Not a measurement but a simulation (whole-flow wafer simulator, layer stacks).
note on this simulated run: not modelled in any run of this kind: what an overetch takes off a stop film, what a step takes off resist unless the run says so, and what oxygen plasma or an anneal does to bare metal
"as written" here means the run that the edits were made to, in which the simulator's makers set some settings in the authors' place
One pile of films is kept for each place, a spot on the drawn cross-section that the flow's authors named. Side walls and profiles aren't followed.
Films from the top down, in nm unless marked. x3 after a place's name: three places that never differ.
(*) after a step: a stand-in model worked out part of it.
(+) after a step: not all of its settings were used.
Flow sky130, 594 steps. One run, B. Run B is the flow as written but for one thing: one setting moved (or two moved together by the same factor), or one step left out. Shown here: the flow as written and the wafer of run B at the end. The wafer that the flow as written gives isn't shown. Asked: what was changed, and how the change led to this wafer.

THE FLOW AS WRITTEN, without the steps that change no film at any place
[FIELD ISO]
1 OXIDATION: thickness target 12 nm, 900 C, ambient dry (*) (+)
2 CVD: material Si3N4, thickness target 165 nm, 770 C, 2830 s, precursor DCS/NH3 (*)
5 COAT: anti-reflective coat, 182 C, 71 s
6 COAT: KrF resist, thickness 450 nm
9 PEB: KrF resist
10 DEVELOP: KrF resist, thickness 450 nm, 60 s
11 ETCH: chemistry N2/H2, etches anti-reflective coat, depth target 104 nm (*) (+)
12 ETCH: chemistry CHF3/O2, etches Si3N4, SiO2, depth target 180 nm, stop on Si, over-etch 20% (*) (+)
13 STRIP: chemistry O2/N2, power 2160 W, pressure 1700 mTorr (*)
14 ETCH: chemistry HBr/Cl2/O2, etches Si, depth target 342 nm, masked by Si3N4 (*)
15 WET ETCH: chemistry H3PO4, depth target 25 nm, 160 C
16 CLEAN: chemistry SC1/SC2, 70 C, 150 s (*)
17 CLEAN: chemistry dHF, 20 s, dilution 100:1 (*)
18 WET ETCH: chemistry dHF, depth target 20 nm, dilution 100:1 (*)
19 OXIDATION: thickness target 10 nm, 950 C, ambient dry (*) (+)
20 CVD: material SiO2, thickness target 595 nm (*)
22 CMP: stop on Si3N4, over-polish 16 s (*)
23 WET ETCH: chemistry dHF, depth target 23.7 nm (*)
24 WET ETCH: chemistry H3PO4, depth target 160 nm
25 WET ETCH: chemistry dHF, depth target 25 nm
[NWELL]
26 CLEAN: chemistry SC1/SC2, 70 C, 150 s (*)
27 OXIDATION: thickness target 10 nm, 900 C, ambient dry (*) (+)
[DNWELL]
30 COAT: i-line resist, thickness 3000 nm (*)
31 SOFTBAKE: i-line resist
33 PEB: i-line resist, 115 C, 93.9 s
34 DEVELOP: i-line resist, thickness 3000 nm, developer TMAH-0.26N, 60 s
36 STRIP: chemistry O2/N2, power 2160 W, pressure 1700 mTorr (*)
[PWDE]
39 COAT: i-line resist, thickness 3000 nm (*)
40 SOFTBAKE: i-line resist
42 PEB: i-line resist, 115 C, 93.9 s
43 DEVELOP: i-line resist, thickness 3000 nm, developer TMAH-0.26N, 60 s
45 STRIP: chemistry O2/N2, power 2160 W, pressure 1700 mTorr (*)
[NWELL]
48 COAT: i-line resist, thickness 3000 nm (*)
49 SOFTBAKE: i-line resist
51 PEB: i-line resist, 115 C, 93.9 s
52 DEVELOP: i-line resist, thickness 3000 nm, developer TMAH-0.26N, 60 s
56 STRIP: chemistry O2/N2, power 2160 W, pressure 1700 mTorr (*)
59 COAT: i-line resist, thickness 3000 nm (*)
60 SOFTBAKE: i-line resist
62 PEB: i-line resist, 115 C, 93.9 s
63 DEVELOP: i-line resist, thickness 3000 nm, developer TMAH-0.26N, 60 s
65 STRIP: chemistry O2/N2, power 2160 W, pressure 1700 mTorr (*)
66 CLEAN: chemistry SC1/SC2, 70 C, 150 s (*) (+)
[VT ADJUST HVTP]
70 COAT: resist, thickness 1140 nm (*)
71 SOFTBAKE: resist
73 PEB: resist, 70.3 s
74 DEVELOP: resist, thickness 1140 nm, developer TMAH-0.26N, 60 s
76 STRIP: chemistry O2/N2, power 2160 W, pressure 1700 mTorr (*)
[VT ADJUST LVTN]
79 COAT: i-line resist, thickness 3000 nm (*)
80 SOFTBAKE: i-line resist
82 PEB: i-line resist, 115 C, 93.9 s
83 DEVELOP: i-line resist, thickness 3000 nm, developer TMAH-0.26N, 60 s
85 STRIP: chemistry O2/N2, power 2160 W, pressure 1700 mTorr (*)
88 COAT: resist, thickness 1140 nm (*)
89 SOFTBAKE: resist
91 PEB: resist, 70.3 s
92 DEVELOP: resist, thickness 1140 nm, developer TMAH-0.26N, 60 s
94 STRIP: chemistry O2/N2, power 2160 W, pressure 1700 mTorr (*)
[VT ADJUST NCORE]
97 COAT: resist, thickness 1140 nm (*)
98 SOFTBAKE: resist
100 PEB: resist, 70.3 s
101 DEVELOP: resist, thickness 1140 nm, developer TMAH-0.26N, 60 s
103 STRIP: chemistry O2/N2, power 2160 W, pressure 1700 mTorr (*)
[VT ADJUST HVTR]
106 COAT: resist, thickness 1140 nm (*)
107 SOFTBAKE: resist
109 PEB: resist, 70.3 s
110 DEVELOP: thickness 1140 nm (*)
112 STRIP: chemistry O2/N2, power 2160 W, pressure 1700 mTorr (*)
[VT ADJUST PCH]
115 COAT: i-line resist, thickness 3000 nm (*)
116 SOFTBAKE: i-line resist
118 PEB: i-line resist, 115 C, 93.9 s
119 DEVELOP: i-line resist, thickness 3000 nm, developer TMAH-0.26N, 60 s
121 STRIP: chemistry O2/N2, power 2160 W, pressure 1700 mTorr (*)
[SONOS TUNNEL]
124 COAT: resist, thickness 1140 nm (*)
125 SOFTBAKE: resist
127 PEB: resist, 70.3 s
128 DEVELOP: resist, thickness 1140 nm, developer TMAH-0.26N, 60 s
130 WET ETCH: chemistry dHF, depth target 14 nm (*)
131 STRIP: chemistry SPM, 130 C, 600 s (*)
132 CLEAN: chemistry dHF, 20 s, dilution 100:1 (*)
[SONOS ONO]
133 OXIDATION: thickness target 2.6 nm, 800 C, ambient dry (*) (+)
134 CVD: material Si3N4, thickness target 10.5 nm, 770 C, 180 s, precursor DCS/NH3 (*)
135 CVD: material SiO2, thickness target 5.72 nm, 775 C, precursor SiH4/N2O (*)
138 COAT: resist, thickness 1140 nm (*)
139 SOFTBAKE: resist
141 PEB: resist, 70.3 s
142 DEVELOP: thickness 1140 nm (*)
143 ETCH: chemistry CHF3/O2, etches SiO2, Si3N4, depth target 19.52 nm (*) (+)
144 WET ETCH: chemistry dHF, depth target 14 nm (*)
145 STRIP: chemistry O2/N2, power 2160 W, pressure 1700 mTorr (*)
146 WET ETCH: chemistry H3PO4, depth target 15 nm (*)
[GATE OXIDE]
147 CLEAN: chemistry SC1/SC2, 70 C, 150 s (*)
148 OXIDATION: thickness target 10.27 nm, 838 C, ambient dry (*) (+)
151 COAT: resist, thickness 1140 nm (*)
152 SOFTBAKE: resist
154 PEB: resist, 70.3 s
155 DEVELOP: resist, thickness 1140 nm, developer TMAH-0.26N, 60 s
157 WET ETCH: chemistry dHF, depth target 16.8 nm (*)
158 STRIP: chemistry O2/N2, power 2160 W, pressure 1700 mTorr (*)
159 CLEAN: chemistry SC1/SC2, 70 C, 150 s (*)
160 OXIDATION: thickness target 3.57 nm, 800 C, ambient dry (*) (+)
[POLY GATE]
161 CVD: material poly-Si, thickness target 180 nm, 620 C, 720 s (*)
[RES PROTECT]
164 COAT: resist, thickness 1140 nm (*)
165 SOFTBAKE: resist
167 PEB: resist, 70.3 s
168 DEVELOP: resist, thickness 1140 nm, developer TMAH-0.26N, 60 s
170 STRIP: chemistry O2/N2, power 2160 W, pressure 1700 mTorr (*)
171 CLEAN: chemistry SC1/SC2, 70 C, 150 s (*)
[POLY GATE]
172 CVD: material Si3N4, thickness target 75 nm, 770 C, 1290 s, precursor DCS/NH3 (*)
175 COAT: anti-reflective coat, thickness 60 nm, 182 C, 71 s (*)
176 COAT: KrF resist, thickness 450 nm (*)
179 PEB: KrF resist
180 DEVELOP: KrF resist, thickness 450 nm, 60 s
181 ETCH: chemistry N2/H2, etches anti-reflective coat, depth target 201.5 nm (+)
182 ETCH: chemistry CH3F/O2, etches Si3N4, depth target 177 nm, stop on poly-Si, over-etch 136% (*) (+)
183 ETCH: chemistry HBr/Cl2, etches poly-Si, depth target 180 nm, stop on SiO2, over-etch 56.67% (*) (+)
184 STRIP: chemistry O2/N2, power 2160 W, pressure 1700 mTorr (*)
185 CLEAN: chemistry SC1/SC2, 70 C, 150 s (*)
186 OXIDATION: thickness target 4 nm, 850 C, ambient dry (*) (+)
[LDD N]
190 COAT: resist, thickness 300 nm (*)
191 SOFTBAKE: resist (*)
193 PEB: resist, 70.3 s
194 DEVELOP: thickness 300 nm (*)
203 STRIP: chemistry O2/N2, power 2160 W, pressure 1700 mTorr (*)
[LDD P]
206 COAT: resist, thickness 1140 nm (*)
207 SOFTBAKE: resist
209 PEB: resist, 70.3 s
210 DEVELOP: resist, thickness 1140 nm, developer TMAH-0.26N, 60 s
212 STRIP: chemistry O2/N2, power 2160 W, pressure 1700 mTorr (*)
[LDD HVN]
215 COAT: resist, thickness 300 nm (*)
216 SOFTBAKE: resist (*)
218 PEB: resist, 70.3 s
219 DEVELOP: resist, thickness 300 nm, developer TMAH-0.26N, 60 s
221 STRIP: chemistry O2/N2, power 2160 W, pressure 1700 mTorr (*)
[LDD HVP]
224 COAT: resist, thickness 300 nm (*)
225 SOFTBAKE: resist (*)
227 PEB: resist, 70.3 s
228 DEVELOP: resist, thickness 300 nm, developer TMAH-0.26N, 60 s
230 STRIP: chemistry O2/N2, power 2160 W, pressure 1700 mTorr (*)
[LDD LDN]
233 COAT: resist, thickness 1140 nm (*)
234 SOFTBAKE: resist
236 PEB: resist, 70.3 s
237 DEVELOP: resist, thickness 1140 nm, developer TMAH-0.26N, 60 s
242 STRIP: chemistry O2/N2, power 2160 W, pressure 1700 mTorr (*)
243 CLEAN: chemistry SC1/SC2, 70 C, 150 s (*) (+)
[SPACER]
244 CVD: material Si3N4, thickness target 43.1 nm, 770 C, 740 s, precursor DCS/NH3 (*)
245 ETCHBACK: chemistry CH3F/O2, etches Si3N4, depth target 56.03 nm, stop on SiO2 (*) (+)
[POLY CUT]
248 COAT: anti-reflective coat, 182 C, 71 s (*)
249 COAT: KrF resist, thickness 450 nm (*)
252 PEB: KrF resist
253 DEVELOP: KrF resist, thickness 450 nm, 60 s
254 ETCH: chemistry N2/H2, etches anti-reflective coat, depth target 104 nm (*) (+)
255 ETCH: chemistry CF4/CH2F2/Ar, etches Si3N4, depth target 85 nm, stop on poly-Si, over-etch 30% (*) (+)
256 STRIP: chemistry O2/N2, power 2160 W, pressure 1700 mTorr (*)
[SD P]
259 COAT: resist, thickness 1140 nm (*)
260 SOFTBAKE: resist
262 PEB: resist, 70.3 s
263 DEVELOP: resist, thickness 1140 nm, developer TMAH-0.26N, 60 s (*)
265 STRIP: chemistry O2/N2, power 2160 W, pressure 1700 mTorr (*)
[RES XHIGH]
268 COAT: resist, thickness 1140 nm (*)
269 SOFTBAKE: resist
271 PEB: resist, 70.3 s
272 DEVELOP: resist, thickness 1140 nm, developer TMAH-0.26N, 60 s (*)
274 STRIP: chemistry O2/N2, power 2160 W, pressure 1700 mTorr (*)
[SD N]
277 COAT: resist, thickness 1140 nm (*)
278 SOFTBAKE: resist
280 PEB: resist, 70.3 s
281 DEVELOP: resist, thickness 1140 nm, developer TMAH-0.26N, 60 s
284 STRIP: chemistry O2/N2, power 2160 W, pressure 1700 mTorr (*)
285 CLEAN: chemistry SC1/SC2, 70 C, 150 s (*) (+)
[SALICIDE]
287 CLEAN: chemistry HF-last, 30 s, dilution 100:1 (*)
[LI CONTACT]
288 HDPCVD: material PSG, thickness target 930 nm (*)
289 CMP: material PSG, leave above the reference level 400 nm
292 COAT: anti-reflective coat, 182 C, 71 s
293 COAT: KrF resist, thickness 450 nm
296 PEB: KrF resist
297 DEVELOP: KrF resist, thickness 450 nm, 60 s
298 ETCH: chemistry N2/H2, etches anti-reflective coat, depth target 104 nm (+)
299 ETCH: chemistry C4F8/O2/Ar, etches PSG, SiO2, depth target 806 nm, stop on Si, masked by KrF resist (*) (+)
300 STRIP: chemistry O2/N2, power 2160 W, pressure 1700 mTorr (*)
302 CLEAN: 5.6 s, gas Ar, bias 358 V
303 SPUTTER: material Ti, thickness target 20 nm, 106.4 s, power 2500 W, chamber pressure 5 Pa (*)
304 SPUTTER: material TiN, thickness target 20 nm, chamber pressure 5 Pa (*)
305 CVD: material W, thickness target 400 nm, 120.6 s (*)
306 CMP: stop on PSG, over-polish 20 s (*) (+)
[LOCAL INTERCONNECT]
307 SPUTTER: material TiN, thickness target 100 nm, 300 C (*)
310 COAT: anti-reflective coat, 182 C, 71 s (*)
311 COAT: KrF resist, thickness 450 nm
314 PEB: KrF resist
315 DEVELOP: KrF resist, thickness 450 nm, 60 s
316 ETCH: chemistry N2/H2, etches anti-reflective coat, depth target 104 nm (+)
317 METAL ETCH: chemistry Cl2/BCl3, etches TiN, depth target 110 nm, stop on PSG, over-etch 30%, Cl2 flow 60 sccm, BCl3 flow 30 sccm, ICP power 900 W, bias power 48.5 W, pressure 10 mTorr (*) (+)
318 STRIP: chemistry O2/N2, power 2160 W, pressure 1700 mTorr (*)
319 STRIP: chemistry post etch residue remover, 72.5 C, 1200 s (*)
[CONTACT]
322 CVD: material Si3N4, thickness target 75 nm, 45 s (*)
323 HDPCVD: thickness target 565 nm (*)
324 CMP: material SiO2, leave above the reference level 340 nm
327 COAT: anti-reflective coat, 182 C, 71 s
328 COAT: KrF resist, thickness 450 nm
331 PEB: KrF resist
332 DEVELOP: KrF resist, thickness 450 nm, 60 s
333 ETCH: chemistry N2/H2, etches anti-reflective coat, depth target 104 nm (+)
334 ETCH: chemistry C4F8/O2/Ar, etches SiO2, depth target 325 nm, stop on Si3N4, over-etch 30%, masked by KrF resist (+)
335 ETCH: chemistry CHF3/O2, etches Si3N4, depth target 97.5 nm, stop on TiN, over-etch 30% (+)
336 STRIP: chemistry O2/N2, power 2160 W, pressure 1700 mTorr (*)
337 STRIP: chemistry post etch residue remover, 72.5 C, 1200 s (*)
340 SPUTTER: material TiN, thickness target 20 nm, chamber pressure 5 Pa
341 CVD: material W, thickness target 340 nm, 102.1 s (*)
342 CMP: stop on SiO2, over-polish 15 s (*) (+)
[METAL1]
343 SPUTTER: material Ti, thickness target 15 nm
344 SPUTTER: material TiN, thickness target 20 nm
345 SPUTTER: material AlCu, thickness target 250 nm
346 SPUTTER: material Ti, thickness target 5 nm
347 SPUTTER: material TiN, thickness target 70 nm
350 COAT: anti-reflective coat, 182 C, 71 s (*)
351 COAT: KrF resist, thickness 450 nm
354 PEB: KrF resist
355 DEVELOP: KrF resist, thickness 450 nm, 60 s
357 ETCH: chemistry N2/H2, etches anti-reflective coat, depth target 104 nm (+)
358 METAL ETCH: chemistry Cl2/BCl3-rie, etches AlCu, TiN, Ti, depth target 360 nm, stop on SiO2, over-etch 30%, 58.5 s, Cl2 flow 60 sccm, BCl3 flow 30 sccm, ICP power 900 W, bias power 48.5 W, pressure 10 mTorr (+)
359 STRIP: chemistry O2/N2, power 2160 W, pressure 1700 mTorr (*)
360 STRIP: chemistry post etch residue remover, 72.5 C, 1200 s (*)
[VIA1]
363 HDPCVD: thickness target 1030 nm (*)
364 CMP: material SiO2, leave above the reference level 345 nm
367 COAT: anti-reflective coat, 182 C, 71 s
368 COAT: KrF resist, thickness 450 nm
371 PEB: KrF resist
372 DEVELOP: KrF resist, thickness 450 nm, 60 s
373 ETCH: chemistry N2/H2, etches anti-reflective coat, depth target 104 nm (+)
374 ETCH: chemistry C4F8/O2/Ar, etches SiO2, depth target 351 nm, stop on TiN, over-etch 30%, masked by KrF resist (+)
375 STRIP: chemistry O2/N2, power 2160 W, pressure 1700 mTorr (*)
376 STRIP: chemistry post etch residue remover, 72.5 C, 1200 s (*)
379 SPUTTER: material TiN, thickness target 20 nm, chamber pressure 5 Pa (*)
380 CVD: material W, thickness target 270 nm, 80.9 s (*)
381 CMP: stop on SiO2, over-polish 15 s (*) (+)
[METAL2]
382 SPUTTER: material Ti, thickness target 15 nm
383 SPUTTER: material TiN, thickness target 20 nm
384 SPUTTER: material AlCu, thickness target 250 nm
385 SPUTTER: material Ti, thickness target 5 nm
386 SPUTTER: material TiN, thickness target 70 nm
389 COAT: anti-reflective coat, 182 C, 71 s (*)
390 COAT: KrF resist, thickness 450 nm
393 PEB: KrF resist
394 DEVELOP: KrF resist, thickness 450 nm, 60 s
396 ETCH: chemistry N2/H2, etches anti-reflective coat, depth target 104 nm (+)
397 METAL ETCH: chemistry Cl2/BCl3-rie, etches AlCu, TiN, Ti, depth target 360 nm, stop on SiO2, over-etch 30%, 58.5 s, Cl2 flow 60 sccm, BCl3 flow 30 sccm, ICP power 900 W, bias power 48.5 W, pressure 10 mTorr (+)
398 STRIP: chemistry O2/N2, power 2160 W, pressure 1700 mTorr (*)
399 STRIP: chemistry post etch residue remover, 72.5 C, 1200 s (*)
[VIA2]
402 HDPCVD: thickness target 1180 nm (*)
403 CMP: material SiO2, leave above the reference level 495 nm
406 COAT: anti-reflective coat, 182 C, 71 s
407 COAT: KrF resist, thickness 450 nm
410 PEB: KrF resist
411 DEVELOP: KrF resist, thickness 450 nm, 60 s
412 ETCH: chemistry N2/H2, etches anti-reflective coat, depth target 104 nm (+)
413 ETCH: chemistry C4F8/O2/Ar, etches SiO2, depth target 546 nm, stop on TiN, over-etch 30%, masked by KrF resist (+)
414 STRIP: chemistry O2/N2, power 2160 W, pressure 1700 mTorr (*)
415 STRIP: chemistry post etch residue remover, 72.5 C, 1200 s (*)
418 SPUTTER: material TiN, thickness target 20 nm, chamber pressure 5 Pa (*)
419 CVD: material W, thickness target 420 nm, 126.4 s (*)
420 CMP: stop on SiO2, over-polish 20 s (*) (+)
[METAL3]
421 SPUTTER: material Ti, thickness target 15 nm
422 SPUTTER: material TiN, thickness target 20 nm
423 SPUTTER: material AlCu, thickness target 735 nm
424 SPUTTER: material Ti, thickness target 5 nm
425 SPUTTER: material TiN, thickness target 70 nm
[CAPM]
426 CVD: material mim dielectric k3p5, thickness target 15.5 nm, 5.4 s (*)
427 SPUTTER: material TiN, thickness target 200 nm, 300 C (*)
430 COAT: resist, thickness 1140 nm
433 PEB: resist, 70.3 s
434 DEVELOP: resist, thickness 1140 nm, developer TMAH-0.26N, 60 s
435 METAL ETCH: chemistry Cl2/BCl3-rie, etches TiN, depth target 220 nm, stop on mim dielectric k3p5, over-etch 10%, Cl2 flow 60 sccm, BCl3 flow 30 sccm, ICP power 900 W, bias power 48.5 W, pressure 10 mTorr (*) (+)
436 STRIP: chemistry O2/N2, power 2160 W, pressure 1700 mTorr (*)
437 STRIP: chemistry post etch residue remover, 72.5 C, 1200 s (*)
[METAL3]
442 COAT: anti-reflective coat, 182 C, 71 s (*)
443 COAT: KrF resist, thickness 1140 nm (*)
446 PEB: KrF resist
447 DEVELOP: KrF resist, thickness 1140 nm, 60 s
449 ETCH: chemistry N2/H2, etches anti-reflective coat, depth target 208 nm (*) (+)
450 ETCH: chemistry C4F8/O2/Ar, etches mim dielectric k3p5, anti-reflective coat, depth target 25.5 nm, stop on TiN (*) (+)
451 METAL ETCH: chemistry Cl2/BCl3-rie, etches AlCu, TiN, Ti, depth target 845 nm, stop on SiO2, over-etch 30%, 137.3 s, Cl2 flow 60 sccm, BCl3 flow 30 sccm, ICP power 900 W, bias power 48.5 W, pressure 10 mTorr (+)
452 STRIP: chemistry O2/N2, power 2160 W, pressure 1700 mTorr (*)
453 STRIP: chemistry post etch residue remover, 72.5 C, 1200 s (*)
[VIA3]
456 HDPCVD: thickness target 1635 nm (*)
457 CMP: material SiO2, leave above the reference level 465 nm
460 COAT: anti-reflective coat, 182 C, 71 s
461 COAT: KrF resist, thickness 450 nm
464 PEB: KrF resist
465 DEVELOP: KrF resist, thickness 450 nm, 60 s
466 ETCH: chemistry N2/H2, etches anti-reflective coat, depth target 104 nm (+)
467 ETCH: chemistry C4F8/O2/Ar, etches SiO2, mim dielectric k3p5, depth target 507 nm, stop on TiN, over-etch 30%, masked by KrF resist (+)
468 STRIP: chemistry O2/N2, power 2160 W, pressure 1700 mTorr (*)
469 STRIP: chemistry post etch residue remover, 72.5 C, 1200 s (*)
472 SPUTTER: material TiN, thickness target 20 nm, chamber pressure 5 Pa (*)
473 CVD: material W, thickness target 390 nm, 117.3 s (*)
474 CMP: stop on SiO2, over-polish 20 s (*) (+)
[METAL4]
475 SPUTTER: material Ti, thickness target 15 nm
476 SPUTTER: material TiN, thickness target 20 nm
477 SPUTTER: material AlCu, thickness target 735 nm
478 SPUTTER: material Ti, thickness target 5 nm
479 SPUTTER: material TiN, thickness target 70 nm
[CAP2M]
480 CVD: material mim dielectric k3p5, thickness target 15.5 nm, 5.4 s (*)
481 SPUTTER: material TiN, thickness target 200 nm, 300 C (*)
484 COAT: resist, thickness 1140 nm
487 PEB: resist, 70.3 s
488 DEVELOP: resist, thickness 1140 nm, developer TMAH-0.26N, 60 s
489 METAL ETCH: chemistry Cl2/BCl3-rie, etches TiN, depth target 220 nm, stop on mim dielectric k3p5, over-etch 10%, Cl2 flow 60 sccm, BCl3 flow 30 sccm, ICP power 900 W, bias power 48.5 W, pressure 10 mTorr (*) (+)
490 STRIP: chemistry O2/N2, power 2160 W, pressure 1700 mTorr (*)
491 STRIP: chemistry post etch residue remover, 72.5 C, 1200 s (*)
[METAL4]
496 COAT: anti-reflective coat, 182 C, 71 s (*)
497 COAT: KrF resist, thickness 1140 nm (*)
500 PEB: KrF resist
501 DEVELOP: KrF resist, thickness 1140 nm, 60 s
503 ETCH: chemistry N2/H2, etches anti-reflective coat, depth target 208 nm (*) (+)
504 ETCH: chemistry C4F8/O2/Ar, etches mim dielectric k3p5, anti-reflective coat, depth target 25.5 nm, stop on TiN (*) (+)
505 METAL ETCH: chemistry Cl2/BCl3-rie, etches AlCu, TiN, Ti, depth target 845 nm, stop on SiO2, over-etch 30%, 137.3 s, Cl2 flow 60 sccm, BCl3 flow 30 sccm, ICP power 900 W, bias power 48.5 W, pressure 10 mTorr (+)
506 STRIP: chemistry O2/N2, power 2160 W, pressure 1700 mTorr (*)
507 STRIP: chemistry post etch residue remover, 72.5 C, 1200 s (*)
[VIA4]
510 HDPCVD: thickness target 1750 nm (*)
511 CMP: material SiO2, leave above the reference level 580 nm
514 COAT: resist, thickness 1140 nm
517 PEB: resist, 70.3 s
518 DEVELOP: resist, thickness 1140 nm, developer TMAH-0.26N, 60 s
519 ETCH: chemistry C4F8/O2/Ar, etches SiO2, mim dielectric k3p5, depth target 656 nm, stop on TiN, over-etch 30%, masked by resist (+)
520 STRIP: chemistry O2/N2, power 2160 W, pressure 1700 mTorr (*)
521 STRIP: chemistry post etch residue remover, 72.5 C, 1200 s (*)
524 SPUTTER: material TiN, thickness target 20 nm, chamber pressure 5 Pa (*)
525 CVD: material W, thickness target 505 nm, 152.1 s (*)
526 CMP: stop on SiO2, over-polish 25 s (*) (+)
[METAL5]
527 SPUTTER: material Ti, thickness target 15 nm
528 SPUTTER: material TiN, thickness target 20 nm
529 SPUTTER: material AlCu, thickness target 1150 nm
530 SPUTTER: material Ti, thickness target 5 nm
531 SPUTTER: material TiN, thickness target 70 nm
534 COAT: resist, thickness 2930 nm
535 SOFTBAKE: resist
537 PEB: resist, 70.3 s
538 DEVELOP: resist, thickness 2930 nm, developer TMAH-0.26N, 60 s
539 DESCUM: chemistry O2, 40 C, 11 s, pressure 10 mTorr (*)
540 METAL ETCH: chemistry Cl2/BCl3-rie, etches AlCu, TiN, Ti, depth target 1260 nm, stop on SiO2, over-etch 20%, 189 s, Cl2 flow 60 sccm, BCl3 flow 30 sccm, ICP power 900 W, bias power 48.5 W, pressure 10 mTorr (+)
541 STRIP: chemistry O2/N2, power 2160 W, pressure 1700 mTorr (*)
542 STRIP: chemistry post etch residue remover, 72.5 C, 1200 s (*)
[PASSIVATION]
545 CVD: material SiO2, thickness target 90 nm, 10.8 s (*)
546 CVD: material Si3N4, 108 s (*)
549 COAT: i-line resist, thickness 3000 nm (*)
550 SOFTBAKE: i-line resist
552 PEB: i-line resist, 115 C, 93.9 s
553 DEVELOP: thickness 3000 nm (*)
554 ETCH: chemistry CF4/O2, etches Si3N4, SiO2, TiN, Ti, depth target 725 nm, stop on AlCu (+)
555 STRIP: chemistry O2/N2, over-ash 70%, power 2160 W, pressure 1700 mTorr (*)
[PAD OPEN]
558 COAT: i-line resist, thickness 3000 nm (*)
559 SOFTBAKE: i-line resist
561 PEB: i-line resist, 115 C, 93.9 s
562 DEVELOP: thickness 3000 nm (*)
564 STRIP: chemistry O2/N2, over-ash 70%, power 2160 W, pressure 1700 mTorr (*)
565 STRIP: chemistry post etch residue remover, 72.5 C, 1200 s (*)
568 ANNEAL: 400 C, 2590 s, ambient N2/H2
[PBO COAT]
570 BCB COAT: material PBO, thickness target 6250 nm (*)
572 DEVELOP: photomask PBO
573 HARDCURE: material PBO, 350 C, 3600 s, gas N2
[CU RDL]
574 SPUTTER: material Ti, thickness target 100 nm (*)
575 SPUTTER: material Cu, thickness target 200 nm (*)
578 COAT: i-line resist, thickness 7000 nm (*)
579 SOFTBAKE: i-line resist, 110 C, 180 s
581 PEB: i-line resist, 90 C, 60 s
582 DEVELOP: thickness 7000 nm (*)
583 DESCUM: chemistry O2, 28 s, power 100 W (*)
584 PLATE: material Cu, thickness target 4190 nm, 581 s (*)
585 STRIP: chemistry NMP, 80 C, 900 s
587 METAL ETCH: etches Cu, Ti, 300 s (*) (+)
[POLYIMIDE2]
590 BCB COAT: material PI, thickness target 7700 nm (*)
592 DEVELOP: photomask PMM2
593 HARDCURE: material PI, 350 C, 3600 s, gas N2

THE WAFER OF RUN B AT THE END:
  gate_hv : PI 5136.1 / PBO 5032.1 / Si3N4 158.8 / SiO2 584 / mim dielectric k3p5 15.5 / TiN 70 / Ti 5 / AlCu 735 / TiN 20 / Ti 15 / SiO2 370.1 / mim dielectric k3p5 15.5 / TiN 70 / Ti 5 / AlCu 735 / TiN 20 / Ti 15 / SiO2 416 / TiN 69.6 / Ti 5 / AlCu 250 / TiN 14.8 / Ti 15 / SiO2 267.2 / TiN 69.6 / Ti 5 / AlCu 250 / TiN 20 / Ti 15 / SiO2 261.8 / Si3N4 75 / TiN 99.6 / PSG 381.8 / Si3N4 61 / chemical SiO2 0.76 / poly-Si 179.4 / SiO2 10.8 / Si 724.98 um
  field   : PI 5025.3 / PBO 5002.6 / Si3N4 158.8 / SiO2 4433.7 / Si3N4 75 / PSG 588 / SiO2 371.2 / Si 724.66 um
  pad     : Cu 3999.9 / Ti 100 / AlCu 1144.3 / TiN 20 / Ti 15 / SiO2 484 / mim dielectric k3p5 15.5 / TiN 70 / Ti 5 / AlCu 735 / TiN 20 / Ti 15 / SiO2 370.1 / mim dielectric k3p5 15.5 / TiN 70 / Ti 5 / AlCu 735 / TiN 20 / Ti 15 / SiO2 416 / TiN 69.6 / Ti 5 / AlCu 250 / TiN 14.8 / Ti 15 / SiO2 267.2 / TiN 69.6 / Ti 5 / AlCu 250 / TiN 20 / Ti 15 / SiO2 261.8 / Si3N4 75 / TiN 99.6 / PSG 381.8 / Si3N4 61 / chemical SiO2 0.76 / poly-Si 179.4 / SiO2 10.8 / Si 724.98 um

The cause: step 383, SPUTTER: thickness target 14.8 nm was run, where the flow has thickness target 20 nm.
It can be read off the wafer: gate_hv has TiN 14.8, and step 383 as written asks for 20 nm.

How the change led to this, step by step:
  383 SPUTTER: material TiN, thickness target 20 nm
      field, active, n_well and 188 more: TiN +14.8 (new film) (as written it would be: TiN +20 (new film))
  397 METAL ETCH: chemistry Cl2/BCl3-rie, etches AlCu, TiN, Ti, depth target 360 nm, stop on SiO2, over-etch 30%, 58.5 s, Cl2 flow 60 sccm, BCl3 flow 30 sccm, ICP power 900 W, bias power 48.5 W, pressure 10 mTorr (+)
      field, active, gate and 82 more: TiN -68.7 (all of it), Ti -5 (all of it), AlCu -250 (all of it), TiN -14.8 (all of it), Ti -15 (all of it), SiO2 -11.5 (as written it would be: TiN -68.7 (all of it), Ti -5 (all of it), AlCu -250 (all of it), TiN -20 (all of it), Ti -15 (all of it), SiO2 -10.9)
